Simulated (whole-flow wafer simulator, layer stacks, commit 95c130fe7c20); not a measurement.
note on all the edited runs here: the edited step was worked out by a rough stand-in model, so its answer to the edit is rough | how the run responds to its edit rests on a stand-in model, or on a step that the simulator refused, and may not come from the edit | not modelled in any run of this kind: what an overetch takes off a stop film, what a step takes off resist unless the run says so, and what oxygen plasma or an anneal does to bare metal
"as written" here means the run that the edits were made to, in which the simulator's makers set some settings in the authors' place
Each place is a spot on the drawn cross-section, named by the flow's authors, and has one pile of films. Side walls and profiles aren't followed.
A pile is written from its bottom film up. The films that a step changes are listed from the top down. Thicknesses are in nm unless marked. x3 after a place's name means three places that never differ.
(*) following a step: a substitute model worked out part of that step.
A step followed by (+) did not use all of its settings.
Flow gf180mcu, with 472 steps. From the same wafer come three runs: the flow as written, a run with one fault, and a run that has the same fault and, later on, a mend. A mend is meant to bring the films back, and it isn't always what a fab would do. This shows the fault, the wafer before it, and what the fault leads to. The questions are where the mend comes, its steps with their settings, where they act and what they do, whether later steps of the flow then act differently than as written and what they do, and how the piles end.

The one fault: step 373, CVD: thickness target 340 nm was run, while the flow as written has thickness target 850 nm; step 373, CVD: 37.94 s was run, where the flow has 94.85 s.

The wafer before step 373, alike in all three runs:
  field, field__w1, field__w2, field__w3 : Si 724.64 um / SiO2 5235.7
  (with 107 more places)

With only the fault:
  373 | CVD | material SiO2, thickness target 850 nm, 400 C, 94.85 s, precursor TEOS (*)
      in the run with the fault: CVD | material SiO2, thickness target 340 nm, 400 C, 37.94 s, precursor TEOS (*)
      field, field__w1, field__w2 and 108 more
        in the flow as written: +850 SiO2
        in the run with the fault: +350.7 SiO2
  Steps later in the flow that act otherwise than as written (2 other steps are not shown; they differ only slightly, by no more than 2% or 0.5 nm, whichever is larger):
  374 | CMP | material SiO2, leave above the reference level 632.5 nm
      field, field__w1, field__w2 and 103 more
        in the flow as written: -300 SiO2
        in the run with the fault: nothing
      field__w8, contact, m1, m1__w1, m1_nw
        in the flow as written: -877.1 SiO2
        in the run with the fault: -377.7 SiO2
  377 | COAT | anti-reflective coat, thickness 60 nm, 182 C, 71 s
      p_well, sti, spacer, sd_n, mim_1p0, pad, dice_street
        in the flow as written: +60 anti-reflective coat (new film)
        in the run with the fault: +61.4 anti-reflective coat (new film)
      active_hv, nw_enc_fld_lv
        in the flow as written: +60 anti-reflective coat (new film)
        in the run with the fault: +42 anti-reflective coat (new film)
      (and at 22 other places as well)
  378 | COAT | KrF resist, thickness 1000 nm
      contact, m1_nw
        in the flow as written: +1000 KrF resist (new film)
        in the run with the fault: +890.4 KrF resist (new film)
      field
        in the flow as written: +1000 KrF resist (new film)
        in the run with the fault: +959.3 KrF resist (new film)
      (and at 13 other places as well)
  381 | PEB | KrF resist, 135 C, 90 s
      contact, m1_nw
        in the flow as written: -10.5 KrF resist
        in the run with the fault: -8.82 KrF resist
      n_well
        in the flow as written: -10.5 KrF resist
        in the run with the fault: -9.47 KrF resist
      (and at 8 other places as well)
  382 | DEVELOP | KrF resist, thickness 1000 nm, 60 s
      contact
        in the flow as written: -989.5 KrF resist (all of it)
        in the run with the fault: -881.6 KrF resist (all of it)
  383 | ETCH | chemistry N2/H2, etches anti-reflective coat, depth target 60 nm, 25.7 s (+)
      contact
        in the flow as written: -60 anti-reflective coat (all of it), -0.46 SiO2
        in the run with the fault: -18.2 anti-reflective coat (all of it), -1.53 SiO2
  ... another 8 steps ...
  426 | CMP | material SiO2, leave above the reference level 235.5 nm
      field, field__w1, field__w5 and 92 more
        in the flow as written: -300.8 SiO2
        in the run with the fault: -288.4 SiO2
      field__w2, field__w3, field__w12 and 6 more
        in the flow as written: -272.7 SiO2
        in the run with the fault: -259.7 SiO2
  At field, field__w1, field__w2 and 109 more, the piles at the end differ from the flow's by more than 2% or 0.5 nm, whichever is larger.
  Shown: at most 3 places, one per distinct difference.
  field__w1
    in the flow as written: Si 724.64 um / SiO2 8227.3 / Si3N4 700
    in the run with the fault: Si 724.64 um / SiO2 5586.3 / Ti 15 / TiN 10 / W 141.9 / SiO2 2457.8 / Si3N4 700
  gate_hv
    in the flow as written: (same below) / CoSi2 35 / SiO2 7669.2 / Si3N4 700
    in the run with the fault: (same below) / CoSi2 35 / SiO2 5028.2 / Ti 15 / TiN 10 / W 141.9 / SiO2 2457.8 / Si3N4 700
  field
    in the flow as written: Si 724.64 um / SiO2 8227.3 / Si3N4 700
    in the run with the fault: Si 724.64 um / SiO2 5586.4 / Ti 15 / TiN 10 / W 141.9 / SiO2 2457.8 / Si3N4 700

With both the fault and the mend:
  The mend follows step 373.
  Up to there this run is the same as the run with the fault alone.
  373a | CVD | material SiO2, thickness target 510 nm, 400 C, 56.91 s, precursor TEOS (*) (the flow's step 373 again, with other settings)
      field, field__w1, field__w2 and 108 more
        +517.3 SiO2
  Steps later in the flow that act otherwise than as written:
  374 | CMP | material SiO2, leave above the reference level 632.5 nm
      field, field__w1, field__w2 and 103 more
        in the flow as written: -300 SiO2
        in the run with the mend: -318 SiO2
  By the end, the piles equal the flow's at every place that both follow.
